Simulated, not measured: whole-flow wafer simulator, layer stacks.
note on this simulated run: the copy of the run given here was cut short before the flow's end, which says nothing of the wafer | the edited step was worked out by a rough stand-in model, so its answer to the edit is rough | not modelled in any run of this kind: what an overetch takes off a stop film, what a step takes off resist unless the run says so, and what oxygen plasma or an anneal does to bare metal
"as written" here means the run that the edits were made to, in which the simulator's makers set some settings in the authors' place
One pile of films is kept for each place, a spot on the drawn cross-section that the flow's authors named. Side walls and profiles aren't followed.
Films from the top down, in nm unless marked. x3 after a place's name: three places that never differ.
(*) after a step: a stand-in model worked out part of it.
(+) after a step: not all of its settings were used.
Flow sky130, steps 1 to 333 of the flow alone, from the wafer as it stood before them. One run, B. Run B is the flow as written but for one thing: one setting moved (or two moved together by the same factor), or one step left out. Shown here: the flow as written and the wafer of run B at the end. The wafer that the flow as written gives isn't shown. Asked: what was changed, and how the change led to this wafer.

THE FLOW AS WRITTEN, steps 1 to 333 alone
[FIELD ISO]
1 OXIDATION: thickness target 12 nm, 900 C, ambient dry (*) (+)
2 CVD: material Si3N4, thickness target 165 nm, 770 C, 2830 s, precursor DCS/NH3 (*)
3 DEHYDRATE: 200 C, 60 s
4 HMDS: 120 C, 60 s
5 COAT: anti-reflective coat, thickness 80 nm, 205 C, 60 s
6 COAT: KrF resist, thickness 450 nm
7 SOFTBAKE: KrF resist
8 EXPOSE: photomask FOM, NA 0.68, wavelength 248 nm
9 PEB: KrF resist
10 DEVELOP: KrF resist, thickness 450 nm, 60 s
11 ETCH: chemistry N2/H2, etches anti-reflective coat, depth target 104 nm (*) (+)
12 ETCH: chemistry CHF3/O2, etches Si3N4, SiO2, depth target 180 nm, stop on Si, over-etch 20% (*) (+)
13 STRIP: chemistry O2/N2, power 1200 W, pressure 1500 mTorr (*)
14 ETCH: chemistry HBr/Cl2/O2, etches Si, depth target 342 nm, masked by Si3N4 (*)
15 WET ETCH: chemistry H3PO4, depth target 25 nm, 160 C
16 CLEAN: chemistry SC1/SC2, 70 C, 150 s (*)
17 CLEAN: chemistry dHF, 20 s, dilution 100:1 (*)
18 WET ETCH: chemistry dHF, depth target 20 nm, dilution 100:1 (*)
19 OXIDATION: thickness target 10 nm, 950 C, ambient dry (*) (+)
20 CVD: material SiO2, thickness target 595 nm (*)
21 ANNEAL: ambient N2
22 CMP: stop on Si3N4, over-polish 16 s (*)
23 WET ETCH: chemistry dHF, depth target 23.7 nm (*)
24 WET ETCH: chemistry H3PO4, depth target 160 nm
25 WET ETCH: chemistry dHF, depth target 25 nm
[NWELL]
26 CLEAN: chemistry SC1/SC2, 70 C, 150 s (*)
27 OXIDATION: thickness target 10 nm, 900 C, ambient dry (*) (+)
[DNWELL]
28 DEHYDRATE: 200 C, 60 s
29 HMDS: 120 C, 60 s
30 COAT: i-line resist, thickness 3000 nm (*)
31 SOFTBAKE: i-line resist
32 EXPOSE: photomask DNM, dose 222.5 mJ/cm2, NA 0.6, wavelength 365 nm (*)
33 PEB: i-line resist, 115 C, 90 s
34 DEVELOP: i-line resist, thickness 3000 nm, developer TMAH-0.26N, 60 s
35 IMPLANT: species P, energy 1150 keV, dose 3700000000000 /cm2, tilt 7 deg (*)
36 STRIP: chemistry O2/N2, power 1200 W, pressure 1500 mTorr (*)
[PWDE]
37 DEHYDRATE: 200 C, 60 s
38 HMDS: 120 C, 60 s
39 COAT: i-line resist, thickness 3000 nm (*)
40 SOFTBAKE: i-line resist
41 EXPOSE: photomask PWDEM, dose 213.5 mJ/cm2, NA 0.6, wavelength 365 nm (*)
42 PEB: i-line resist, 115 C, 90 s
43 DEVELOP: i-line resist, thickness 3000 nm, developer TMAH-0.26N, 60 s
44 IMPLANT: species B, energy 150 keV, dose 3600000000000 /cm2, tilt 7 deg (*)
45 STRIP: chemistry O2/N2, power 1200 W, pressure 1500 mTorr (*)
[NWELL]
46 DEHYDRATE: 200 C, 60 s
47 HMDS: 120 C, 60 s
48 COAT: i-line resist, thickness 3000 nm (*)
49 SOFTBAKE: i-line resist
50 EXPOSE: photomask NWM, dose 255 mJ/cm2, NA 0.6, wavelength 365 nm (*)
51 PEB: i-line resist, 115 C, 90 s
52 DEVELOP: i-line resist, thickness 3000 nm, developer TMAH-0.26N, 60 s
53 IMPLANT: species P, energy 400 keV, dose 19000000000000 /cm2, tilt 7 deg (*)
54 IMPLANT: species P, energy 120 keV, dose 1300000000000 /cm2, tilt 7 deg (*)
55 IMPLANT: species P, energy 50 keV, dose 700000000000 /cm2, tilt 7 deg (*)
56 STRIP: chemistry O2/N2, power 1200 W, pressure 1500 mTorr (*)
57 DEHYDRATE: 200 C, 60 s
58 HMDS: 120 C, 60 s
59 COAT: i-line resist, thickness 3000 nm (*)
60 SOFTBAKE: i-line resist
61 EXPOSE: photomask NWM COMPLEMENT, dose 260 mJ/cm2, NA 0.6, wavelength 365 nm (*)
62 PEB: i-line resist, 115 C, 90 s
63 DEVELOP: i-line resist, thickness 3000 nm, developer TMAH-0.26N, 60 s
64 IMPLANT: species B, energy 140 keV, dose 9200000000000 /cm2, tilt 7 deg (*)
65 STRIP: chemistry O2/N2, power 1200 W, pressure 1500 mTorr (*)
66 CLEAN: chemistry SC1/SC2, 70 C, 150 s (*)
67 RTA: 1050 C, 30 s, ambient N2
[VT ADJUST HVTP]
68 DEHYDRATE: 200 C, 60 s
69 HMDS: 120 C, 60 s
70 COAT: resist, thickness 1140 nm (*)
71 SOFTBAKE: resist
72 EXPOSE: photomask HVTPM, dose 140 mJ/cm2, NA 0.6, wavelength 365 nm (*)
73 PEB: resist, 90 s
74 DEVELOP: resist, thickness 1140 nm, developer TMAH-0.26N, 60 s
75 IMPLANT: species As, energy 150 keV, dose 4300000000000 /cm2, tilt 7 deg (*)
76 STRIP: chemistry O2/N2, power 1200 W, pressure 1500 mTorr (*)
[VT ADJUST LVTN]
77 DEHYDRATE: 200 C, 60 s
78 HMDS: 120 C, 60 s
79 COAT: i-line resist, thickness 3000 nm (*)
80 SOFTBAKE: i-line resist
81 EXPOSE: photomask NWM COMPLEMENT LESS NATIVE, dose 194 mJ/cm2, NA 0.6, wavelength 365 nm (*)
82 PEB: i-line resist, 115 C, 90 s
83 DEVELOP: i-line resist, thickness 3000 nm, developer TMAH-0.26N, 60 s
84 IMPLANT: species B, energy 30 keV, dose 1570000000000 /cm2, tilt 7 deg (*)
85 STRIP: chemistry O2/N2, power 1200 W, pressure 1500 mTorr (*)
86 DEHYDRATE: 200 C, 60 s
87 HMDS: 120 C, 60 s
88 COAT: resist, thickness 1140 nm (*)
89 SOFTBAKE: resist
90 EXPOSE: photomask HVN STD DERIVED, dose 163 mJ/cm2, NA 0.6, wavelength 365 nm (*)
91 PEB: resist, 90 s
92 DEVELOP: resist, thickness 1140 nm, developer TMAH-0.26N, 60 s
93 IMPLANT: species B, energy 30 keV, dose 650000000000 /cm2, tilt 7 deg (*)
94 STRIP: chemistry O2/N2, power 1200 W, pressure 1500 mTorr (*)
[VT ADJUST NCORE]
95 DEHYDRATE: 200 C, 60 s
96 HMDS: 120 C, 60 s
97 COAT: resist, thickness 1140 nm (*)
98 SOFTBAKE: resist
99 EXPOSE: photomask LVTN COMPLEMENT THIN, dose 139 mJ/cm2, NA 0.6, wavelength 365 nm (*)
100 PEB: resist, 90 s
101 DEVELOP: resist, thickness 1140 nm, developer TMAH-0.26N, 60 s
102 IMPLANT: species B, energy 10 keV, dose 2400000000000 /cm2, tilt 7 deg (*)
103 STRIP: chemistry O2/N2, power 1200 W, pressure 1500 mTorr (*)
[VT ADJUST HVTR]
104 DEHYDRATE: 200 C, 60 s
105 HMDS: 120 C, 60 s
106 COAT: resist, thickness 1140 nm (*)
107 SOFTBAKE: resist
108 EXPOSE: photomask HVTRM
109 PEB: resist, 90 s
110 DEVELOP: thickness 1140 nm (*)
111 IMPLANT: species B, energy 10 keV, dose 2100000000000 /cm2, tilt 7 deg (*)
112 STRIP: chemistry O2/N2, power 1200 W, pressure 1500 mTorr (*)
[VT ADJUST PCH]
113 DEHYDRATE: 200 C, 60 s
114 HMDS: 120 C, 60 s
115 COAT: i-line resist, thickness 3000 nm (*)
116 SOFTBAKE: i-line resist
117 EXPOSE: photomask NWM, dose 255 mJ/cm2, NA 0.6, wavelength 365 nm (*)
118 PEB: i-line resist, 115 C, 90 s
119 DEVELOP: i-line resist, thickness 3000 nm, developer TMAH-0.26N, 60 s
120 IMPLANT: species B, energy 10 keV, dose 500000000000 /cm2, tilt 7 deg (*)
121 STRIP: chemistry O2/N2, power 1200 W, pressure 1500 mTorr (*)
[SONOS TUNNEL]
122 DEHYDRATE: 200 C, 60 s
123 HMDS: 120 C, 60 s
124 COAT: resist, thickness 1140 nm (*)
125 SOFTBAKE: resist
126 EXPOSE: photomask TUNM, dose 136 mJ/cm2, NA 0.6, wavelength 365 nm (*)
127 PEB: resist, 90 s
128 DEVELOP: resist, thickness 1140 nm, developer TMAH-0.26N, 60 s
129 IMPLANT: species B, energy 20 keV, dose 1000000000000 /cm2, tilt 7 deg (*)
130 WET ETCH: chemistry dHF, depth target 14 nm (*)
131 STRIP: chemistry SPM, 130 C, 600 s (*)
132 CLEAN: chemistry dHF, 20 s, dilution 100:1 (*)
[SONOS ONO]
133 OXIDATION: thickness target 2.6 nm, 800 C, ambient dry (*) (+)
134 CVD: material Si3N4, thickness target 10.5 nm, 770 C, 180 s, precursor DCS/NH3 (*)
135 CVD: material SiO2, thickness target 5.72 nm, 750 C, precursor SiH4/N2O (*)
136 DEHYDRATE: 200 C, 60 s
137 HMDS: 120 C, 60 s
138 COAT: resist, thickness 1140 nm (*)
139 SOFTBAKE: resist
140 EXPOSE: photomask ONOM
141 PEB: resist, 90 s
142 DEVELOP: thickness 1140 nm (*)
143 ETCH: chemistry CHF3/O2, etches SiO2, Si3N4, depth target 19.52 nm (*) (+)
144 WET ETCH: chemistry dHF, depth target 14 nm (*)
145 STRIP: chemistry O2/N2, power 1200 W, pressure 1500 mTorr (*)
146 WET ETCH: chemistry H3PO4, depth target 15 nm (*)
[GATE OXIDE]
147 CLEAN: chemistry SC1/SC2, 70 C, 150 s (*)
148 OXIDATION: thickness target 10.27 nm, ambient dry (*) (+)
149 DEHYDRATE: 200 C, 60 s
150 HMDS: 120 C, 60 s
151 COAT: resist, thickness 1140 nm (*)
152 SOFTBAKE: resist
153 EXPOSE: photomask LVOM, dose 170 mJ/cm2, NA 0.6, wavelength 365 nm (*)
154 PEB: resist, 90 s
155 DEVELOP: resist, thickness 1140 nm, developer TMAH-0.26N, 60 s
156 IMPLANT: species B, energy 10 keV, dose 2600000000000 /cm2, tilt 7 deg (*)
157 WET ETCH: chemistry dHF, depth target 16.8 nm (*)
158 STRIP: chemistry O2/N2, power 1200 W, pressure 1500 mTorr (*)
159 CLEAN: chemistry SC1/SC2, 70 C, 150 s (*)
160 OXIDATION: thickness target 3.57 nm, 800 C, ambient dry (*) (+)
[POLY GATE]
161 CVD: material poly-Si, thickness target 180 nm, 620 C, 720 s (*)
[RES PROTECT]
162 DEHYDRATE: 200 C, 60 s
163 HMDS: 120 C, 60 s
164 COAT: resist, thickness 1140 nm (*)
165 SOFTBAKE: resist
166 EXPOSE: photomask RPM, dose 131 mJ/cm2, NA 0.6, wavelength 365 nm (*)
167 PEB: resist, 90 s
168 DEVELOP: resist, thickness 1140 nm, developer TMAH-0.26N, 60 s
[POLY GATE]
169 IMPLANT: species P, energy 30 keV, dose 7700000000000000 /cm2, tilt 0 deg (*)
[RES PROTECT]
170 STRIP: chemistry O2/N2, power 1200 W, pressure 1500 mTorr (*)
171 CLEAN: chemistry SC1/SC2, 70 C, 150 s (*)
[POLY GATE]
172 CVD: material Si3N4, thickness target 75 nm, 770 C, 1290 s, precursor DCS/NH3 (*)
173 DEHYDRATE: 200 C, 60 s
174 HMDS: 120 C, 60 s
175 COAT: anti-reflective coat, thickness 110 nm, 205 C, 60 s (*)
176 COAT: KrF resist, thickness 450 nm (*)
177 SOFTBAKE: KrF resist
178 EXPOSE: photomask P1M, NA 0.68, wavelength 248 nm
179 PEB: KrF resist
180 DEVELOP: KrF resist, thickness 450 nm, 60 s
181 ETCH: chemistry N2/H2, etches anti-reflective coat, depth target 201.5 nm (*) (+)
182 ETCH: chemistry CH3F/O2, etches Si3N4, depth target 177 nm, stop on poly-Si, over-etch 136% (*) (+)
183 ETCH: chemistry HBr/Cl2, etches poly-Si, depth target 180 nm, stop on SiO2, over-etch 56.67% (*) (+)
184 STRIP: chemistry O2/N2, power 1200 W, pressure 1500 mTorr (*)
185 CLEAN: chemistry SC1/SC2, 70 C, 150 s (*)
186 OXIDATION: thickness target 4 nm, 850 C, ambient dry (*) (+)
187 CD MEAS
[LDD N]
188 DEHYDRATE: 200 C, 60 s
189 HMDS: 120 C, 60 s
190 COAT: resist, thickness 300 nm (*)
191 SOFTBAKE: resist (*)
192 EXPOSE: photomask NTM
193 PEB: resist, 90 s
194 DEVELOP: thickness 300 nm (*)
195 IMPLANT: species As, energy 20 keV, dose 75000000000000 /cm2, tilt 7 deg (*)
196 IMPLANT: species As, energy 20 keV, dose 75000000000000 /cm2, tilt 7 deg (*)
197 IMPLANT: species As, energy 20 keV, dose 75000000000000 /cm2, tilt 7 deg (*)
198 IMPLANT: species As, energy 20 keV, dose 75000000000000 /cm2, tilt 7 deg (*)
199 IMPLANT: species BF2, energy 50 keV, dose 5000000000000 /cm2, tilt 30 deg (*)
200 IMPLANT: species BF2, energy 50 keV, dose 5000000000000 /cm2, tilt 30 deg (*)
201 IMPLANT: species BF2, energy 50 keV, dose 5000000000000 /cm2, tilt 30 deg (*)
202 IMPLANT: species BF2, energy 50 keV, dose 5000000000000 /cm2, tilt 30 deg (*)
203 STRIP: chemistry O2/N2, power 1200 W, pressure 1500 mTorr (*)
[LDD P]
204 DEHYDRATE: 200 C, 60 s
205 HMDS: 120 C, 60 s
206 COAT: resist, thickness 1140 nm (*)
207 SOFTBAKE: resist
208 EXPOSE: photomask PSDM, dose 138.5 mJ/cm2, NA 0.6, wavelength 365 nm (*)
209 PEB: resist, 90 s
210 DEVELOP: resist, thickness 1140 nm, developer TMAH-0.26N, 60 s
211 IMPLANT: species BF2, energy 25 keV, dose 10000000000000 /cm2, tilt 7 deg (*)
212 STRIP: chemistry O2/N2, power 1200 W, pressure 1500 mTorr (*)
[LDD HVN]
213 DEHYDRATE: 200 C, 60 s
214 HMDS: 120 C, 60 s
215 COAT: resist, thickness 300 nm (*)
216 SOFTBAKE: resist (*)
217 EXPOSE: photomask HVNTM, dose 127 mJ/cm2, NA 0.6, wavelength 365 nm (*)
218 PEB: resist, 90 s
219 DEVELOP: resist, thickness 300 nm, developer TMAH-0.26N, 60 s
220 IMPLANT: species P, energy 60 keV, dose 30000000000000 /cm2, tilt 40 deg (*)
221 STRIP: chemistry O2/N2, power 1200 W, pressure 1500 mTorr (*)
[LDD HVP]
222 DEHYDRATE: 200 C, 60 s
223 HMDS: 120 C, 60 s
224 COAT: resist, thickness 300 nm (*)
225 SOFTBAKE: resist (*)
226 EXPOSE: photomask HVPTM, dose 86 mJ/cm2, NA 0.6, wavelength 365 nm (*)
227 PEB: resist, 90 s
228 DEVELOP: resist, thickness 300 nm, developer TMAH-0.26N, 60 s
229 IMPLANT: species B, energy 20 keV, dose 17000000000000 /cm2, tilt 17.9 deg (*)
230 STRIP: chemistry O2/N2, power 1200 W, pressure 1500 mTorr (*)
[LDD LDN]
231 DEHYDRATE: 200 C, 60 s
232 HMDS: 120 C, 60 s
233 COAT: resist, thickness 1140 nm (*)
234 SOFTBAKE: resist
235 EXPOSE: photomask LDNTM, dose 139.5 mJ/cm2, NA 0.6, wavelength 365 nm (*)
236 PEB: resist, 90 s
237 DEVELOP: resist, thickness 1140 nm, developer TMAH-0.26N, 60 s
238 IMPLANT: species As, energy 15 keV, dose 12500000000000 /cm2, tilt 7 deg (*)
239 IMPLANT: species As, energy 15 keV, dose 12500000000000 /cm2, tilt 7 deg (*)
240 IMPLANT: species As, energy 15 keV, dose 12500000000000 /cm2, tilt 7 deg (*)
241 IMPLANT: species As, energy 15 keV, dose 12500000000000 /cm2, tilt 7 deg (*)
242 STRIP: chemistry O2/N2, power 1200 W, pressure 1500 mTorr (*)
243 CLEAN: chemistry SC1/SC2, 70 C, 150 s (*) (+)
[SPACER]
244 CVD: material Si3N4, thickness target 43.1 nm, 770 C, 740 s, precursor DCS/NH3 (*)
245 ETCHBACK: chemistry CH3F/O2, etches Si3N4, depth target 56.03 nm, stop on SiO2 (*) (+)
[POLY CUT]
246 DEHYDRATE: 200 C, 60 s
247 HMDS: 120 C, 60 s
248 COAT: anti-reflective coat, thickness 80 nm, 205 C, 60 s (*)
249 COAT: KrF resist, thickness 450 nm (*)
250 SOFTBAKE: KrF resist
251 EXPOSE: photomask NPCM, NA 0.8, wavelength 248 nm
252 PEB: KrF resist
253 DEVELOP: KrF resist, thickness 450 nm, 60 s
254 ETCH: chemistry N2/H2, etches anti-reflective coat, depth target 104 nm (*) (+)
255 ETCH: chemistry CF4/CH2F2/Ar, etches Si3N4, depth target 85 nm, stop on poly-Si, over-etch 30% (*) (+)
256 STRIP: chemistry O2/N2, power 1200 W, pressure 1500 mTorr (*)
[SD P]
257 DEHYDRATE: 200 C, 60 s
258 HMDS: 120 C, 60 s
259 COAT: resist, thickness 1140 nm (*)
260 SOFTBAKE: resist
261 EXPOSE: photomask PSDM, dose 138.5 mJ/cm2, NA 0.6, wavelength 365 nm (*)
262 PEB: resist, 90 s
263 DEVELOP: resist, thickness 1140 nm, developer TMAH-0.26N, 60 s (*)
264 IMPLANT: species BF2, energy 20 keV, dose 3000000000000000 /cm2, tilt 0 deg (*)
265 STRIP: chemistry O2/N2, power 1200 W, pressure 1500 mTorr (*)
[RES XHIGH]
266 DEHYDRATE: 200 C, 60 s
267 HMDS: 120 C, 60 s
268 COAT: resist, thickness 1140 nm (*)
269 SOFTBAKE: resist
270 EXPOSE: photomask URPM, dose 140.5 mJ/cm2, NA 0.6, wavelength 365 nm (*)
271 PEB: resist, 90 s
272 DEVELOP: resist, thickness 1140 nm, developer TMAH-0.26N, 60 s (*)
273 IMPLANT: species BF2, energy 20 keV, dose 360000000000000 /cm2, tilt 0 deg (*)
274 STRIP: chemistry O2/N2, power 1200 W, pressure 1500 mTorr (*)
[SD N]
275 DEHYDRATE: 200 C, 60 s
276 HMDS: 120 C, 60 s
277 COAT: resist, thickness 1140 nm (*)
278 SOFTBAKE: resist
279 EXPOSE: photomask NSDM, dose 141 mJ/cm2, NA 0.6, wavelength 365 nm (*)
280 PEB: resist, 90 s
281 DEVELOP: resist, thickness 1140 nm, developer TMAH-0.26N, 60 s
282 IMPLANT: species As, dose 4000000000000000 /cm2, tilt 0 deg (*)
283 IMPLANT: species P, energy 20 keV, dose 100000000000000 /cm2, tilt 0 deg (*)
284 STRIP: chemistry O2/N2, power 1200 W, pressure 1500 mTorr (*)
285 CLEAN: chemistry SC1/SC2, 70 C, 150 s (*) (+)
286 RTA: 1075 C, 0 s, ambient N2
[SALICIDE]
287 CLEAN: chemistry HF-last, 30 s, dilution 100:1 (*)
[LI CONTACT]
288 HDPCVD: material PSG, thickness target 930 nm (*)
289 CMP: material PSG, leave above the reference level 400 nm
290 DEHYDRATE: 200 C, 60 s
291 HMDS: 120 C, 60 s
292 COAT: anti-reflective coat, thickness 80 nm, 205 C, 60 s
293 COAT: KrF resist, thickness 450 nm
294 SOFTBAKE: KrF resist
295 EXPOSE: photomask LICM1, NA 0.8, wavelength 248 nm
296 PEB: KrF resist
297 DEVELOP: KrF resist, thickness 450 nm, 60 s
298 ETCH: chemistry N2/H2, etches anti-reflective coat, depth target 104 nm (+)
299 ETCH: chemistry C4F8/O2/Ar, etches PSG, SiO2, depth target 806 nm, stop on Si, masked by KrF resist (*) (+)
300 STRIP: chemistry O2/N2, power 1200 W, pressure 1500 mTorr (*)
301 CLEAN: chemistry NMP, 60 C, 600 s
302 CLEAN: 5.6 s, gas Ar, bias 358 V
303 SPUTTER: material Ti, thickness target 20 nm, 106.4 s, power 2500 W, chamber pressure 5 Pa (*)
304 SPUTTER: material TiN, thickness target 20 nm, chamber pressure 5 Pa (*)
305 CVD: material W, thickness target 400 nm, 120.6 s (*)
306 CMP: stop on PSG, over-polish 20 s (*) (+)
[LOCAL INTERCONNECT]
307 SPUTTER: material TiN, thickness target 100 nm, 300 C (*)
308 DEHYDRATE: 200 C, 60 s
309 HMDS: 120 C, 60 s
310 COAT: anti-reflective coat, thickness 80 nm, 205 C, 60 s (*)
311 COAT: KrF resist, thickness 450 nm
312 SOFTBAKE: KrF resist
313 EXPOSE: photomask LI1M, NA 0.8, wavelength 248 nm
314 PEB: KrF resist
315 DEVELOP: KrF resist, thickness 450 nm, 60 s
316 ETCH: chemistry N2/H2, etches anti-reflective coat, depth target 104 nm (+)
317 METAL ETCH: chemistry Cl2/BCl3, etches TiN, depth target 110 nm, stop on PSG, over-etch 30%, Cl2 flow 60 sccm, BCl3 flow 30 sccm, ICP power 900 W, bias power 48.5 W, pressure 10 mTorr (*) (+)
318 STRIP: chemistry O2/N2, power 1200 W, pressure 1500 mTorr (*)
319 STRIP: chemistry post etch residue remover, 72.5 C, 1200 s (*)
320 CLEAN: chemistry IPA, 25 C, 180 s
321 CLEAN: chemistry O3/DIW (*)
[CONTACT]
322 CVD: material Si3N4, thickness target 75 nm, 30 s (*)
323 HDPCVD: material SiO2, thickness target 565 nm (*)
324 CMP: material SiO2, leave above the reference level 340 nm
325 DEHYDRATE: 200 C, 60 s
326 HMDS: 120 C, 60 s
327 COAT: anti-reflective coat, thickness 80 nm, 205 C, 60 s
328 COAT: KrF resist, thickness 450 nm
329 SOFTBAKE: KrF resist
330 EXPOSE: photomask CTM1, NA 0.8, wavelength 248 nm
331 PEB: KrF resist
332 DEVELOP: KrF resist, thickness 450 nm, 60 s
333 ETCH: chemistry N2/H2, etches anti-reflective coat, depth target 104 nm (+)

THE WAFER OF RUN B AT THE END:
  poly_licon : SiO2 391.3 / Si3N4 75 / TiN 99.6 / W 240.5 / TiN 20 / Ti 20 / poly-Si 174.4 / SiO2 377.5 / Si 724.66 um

The cause: step 305, CVD: 72.34 s was run, where the flow has 120.6 s.

How the change led to this, step by step:
  305 CVD: material W, thickness target 400 nm, 120.6 s (*)
      field, active, n_well and 185 more: W +240.5 (new film) (as written it would be: W +400 (new film))
      ndiff_licon: W +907 (new film) (as written it would be: W +1066.5 (new film))
      (and at 2 more places)
  306 CMP: stop on PSG, over-polish 20 s (*) (+)
      poly_licon: nothing (as written it would be: W -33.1)
      field, active, n_well and 184 more: W -240.5 (all of it), TiN -20 (all of it), Ti -20 (all of it), PSG -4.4 (as written it would be: W -400 (all of it), TiN -20 (all of it), Ti -20 (all of it), PSG -4.4)
      (and at 3 more places)
  310 COAT: anti-reflective coat, thickness 80 nm, 205 C, 60 s (*)
      poly_licon: anti-reflective coat +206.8 (new film) (as written it would be: anti-reflective coat +80.4 (new film))
  318 STRIP: chemistry O2/N2, power 1200 W, pressure 1500 mTorr (*)
      poly_licon: KrF resist -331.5 (all of it), anti-reflective coat -206.8 (all of it) (as written it would be: KrF resist -331.5 (all of it), anti-reflective coat -80.4 (all of it))
  324 CMP: material SiO2, leave above the reference level 340 nm
      poly_licon: SiO2 -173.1 (as written it would be: SiO2 -299.5)
